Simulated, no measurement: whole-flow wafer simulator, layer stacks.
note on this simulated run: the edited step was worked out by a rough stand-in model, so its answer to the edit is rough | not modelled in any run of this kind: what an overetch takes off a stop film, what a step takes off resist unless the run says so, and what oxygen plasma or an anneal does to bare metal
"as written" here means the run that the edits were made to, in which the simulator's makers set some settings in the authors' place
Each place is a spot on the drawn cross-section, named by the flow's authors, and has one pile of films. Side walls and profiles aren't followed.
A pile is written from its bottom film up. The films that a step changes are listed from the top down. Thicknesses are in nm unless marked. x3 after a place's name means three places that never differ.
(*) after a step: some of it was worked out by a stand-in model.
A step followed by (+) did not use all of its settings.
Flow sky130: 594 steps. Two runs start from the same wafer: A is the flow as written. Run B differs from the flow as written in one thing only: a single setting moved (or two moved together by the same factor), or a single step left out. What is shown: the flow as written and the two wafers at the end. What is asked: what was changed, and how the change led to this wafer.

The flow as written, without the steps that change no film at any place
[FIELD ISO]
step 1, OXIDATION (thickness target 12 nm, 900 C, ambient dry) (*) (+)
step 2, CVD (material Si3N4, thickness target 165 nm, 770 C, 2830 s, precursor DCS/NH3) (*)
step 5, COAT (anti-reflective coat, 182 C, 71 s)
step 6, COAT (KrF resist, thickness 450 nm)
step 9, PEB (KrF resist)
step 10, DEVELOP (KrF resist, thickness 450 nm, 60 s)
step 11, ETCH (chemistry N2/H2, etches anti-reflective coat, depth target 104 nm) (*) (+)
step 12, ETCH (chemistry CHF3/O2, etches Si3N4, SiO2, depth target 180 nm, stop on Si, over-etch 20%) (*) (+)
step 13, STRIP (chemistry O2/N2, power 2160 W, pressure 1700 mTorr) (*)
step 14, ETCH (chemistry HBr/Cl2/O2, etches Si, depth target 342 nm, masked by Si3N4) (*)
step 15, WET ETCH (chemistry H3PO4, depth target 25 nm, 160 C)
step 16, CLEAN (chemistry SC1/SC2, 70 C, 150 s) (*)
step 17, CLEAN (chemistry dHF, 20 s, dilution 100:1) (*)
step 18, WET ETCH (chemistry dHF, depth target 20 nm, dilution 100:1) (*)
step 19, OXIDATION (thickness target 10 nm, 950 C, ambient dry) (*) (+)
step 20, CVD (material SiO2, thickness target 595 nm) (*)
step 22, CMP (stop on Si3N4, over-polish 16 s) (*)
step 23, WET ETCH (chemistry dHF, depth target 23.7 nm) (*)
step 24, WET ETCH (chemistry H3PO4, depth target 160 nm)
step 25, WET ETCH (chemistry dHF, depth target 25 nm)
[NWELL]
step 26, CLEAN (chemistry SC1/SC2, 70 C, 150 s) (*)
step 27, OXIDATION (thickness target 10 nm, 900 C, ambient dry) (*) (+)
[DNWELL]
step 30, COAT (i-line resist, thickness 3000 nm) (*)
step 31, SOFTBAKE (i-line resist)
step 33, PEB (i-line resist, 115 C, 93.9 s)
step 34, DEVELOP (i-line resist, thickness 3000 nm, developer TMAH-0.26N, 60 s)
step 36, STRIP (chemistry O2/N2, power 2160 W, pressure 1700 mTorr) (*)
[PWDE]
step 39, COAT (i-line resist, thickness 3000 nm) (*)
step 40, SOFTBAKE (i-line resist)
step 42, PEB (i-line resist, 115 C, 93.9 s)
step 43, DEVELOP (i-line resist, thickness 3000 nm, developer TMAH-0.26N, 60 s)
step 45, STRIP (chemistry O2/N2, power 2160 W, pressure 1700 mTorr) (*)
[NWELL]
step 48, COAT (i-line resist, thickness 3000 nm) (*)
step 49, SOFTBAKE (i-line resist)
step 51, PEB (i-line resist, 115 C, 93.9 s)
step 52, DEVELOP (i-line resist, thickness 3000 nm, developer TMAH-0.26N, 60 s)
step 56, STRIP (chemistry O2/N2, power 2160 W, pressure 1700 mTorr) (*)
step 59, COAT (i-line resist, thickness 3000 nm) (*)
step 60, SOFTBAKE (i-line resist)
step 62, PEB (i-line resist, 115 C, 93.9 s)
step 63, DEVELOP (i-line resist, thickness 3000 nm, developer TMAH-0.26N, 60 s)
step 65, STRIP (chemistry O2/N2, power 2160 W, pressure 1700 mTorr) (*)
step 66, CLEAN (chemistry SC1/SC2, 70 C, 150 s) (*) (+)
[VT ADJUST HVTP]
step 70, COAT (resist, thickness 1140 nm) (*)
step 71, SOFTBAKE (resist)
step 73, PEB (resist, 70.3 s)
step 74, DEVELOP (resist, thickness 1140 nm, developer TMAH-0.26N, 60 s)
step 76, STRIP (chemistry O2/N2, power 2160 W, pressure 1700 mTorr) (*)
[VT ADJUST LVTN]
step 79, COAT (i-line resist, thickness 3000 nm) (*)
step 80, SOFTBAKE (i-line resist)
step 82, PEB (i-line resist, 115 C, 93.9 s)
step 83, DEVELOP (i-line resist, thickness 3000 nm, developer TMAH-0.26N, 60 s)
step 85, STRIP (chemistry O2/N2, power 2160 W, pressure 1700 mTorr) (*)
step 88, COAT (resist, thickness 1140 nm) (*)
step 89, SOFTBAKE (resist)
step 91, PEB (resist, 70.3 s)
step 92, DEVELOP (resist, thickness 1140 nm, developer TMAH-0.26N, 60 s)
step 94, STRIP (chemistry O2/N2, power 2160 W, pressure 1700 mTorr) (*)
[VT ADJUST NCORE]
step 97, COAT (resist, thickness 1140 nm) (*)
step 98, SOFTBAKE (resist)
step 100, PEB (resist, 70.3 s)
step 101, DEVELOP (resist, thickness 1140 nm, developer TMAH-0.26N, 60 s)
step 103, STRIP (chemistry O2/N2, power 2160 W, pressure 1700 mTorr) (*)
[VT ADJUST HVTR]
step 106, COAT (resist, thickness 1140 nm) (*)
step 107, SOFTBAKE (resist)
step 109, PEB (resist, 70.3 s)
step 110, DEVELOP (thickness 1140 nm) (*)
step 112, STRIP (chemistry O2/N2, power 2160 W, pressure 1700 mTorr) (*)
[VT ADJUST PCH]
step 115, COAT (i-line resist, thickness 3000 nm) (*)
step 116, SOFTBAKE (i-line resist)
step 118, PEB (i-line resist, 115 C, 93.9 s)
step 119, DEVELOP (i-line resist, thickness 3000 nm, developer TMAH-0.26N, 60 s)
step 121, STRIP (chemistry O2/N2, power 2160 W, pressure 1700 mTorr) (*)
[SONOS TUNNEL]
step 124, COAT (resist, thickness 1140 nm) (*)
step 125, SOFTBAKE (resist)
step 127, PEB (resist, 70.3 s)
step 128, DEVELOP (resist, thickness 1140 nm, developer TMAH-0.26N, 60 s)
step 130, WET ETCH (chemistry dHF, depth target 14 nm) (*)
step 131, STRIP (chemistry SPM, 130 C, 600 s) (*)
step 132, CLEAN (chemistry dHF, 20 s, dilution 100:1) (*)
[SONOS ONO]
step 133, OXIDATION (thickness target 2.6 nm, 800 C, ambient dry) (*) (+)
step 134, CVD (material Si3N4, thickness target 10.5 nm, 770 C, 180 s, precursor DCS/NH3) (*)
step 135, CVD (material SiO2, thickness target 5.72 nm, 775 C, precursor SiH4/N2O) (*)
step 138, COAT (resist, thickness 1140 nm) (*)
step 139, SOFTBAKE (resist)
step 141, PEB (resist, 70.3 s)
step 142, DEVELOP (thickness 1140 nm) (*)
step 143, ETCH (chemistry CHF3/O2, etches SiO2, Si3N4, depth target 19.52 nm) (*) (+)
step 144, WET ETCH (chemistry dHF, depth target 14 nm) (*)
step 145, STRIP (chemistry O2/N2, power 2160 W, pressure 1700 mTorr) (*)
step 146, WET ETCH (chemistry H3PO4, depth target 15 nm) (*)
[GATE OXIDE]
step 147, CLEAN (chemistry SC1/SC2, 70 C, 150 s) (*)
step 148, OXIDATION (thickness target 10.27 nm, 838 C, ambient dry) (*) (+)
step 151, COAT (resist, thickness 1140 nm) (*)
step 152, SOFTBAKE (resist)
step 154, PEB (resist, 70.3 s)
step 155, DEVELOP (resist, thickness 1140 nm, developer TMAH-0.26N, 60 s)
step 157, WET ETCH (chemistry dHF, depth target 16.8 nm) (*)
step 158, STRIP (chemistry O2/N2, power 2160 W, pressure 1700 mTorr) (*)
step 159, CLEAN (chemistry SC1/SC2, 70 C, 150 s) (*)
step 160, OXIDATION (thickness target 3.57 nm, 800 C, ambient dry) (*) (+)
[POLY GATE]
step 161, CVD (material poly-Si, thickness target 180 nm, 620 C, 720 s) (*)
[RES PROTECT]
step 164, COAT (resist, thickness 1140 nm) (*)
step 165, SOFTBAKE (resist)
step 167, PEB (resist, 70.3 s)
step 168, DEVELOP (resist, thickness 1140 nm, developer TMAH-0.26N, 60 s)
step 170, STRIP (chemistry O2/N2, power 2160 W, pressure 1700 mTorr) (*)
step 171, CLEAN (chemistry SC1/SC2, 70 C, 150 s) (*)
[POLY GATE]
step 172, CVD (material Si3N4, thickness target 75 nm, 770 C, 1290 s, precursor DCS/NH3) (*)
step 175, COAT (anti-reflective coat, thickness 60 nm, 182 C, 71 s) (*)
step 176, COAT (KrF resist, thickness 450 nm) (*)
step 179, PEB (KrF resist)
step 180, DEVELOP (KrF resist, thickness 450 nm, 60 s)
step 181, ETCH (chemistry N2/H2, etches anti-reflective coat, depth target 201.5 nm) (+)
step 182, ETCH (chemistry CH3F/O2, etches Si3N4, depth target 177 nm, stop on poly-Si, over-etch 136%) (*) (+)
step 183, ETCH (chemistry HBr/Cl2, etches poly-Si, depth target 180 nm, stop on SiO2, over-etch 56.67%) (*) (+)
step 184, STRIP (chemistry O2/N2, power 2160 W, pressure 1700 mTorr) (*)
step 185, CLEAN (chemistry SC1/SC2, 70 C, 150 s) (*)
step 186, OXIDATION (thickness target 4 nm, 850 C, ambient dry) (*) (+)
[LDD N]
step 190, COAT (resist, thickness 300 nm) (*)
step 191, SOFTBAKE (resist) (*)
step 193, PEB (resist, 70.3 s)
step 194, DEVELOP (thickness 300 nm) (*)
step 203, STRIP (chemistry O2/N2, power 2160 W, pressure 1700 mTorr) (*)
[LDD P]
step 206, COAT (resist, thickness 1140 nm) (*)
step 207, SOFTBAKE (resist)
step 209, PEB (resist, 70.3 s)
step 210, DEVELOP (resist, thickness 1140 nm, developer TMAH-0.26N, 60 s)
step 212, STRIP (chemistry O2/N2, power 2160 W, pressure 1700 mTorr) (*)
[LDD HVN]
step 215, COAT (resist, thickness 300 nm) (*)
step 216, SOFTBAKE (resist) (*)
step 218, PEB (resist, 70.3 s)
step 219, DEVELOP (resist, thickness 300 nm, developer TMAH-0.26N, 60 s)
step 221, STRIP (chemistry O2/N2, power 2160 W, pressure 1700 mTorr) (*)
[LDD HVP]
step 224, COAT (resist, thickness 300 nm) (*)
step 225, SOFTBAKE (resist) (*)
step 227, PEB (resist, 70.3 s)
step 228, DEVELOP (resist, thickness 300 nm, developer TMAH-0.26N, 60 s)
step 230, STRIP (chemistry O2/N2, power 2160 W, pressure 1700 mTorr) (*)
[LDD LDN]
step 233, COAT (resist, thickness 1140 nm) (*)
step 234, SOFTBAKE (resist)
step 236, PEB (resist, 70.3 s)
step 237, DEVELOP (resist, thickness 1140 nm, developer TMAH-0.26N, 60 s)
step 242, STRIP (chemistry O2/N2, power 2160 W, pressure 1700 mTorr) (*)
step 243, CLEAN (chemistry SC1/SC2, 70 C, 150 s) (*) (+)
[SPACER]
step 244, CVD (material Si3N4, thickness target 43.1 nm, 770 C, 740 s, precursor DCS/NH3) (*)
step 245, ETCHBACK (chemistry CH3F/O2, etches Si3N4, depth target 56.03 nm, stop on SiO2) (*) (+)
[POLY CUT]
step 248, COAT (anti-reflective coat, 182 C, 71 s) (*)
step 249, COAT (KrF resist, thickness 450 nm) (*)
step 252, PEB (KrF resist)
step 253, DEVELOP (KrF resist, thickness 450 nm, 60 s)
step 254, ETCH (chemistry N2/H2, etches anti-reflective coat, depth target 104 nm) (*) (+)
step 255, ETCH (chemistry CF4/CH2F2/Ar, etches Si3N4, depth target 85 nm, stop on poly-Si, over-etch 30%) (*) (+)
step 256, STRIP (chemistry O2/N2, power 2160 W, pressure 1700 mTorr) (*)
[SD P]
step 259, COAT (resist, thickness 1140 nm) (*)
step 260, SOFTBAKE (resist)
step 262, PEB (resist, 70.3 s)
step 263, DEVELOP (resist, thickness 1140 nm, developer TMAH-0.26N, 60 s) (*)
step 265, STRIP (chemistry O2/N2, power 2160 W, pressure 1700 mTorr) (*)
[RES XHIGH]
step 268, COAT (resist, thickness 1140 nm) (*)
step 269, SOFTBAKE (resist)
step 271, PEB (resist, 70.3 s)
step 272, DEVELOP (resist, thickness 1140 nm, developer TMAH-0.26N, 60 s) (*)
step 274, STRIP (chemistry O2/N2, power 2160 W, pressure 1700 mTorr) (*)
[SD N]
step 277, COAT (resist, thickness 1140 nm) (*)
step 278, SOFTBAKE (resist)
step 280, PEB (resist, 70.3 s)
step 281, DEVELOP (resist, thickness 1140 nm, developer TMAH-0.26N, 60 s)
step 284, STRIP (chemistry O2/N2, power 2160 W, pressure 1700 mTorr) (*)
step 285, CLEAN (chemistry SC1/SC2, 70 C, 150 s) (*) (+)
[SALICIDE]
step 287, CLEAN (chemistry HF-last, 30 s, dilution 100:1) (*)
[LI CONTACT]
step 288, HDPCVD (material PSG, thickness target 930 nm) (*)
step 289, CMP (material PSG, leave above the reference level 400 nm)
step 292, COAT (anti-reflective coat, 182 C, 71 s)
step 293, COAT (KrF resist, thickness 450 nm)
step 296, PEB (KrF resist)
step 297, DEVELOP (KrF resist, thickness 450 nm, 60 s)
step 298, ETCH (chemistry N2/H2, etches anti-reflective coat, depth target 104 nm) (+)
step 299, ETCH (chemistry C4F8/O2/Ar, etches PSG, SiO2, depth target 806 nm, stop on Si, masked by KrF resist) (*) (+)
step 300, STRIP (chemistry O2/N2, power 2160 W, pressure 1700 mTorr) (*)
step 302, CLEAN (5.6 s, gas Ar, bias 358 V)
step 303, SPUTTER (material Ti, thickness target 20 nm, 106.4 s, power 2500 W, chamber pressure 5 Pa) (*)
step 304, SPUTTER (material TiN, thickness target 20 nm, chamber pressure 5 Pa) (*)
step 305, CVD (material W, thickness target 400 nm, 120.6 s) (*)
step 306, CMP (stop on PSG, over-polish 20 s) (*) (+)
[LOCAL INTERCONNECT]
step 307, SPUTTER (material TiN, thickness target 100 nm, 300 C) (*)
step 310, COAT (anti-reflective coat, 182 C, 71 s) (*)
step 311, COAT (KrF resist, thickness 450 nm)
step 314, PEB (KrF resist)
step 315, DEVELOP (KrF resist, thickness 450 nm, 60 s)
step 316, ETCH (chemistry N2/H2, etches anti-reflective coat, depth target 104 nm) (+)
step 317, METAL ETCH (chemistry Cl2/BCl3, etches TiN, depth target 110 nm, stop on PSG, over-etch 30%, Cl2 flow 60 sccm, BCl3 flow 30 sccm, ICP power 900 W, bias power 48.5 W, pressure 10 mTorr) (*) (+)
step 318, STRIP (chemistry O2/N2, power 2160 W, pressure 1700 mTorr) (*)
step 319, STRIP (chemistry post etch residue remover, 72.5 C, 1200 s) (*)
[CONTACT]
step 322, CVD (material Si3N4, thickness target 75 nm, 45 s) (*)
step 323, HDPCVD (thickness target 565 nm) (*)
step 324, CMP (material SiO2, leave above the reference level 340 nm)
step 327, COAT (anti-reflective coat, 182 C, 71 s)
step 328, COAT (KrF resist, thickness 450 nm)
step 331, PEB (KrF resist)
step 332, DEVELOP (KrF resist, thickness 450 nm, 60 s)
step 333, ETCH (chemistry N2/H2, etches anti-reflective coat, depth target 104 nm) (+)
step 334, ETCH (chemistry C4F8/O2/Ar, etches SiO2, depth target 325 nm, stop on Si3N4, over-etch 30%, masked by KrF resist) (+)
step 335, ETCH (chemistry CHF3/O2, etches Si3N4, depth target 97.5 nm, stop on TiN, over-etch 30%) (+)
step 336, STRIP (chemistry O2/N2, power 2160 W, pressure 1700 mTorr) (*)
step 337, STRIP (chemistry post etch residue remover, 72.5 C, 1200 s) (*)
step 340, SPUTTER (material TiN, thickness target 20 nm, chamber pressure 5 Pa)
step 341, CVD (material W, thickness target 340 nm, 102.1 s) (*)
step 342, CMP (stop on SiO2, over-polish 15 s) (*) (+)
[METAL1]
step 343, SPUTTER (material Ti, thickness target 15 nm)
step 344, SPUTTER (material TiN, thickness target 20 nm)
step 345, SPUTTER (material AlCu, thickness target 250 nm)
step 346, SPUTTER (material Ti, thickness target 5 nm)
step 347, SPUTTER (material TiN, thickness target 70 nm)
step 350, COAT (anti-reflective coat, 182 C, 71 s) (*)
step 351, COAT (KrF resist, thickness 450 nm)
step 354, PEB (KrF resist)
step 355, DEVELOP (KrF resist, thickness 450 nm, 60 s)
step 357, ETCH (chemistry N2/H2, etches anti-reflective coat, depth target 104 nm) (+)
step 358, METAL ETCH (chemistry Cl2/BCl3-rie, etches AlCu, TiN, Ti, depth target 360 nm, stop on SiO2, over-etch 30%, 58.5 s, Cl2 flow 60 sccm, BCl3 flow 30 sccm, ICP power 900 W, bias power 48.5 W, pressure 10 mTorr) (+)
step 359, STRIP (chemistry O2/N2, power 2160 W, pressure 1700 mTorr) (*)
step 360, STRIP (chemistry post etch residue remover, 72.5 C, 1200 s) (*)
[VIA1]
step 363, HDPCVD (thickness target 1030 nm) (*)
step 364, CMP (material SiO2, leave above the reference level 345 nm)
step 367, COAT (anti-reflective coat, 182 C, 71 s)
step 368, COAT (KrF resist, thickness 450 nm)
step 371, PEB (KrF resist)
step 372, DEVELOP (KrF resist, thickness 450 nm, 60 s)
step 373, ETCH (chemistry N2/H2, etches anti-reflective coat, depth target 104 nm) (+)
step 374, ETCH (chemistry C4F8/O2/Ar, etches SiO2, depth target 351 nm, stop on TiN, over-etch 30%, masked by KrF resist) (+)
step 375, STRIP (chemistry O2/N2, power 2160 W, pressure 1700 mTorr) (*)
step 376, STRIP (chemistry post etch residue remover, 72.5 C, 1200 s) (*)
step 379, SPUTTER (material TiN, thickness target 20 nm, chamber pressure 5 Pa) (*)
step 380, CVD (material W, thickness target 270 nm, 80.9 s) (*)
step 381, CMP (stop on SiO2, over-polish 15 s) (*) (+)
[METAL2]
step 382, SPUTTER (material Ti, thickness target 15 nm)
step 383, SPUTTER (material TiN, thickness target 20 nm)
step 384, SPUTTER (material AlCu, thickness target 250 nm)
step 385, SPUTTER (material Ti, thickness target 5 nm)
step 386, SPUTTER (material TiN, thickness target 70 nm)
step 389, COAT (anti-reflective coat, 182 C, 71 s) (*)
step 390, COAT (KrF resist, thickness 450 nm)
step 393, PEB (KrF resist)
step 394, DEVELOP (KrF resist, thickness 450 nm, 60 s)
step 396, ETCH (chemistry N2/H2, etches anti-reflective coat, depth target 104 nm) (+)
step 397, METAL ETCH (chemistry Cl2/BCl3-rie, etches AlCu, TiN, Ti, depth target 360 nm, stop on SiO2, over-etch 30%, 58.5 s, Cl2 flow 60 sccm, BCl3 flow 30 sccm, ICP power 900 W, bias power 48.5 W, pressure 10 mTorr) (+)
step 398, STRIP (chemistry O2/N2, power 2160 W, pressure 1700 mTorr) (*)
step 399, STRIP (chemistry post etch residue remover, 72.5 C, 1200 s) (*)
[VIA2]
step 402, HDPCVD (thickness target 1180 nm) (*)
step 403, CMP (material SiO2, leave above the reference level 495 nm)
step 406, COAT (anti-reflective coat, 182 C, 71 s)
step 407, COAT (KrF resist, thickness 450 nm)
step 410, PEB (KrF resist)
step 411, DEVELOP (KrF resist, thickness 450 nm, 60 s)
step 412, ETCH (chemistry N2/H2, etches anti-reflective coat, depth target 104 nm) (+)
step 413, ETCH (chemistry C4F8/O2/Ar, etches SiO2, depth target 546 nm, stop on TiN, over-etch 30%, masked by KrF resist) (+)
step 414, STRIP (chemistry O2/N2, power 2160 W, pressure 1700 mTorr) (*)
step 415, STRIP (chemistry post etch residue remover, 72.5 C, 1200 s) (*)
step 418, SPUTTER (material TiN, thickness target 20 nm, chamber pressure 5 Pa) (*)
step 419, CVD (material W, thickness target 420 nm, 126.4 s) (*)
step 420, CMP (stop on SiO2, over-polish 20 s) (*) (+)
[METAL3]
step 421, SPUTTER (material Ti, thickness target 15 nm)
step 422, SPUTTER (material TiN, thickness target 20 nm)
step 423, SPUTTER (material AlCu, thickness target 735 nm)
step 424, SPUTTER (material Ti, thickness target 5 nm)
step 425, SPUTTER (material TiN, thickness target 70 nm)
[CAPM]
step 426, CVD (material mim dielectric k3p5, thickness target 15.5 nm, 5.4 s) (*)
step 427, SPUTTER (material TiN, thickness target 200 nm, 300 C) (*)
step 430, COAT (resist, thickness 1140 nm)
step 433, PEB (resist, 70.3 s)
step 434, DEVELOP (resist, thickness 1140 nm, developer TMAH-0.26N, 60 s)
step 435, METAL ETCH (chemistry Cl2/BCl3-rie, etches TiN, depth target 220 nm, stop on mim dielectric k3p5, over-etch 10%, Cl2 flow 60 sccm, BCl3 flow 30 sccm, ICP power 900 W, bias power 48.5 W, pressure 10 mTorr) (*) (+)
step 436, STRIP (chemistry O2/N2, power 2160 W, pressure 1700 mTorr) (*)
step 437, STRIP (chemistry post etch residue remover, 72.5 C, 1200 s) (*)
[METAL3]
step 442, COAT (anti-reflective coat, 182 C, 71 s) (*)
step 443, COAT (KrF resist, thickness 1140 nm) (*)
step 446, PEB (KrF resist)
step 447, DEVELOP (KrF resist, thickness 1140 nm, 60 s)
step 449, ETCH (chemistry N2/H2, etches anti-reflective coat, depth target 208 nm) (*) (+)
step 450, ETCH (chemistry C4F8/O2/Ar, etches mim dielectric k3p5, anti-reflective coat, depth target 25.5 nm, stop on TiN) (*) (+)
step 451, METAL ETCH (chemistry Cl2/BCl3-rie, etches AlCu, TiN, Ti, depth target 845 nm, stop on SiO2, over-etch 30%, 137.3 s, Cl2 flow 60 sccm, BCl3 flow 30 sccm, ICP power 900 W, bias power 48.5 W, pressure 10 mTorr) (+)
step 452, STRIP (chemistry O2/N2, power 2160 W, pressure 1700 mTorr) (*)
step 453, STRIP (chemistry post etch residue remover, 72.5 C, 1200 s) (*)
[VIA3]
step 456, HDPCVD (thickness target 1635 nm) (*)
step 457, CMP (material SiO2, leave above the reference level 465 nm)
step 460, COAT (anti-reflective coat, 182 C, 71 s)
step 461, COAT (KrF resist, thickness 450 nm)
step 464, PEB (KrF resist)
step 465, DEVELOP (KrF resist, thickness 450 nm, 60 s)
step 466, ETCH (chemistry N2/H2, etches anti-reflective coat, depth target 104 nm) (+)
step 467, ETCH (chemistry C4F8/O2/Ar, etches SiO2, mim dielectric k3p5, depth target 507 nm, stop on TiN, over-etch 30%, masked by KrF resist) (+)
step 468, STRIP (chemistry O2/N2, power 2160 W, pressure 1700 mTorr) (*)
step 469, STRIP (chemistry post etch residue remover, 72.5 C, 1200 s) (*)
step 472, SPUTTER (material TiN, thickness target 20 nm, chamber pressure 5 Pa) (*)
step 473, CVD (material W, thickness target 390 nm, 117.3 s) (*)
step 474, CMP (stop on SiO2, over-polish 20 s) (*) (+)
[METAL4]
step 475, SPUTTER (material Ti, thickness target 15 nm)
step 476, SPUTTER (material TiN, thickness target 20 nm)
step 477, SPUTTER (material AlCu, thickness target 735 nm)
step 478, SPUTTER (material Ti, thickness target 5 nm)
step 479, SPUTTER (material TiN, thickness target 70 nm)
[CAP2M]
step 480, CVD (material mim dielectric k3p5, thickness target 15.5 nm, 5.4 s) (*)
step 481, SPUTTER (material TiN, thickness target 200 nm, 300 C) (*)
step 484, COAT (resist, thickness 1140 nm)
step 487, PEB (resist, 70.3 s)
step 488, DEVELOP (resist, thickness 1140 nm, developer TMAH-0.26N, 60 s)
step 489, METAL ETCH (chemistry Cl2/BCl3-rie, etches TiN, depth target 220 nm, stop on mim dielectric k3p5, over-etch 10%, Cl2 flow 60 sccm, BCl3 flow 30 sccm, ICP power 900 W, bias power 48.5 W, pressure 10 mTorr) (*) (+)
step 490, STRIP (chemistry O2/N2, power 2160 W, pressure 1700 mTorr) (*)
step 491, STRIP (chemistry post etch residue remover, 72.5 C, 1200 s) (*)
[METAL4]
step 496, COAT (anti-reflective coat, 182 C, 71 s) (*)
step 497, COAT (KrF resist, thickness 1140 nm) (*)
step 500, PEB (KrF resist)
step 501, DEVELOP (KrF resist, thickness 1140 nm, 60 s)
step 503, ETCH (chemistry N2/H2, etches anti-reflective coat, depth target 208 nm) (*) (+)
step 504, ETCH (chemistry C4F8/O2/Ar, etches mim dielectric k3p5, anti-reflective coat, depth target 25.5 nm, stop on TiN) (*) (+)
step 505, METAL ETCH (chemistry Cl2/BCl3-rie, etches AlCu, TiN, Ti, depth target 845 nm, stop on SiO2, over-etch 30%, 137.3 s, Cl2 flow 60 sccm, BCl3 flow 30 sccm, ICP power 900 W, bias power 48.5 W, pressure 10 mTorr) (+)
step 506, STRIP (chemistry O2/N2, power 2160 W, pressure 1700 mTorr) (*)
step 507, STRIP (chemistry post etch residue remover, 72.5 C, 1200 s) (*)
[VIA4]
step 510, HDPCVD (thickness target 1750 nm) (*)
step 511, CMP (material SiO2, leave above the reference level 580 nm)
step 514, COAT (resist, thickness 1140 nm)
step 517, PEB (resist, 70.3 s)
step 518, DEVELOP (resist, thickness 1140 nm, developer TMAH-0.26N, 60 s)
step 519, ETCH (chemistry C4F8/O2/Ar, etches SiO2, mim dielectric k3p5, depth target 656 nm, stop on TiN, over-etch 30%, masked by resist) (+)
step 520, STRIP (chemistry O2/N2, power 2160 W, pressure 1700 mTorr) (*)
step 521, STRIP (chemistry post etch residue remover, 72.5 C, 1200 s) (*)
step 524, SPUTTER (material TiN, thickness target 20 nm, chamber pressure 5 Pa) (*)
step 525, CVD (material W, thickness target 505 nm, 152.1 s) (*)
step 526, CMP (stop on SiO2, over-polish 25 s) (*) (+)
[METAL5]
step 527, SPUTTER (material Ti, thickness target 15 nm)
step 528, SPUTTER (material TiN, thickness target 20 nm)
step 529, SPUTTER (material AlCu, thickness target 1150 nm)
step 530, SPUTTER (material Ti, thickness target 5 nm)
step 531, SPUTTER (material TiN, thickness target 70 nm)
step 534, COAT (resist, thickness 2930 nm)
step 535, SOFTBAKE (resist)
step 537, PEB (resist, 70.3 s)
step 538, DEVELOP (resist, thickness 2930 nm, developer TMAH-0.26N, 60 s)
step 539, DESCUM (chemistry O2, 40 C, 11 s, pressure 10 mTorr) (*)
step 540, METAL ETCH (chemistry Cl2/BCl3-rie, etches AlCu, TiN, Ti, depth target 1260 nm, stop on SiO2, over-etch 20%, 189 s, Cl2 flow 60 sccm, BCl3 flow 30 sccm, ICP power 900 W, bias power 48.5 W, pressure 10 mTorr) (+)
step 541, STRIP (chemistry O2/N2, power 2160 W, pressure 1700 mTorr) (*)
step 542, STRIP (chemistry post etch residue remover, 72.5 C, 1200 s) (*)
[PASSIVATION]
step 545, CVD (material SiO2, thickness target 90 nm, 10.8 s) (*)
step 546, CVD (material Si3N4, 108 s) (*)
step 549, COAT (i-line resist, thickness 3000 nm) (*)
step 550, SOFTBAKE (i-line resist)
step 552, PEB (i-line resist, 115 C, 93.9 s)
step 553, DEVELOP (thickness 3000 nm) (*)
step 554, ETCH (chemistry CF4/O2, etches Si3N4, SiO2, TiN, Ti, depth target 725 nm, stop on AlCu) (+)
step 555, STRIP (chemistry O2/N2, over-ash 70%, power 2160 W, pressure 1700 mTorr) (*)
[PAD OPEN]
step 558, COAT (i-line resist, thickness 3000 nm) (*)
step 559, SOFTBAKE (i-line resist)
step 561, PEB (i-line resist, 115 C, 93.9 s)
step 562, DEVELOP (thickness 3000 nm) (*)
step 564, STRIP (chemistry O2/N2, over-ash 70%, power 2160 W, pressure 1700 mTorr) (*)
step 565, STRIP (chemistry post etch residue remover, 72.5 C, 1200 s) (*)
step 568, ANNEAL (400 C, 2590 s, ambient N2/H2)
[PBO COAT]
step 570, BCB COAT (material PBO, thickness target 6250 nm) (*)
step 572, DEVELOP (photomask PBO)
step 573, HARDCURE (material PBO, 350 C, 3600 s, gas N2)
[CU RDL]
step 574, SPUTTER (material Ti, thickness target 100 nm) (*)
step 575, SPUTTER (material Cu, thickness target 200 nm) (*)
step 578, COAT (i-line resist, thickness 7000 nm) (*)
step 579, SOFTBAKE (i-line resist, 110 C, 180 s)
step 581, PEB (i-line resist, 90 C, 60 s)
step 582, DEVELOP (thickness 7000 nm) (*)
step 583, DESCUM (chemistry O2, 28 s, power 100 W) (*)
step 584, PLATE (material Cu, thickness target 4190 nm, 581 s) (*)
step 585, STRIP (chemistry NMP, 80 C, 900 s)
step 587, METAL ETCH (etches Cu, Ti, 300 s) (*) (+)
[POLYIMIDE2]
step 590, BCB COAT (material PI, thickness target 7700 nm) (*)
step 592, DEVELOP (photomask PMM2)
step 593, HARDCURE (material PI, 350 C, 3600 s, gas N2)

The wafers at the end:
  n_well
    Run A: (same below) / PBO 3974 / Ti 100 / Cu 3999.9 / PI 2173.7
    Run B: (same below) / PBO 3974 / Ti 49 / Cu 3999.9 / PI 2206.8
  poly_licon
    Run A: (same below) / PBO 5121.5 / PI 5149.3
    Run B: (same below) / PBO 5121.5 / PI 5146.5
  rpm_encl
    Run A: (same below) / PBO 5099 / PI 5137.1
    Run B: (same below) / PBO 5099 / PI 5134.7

The reason: step 574, SPUTTER: thickness target 49 nm was run, though the flow has thickness target 100 nm.
One can read it off the wafer: n_well has Ti 49, and step 574 as written asks for 100 nm.

The path from the change to this, step by step:
  step 574, SPUTTER (material Ti, thickness target 100 nm) (*)
      field, active, n_well and 190 more: A +100 Ti (new film) | B +49 Ti (new film)
  step 587, METAL ETCH (etches Cu, Ti, 300 s) (*) (+)
      field, active, gate and 167 more: A -200 Cu (all of it), -100 Ti (all of it) | B -200 Cu (all of it), -49 Ti (all of it)
  step 590, BCB COAT (material PI, thickness target 7700 nm) (*)
      de16_gate_nw: A +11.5 um PI (new film) | B +11.46 um PI (new film)
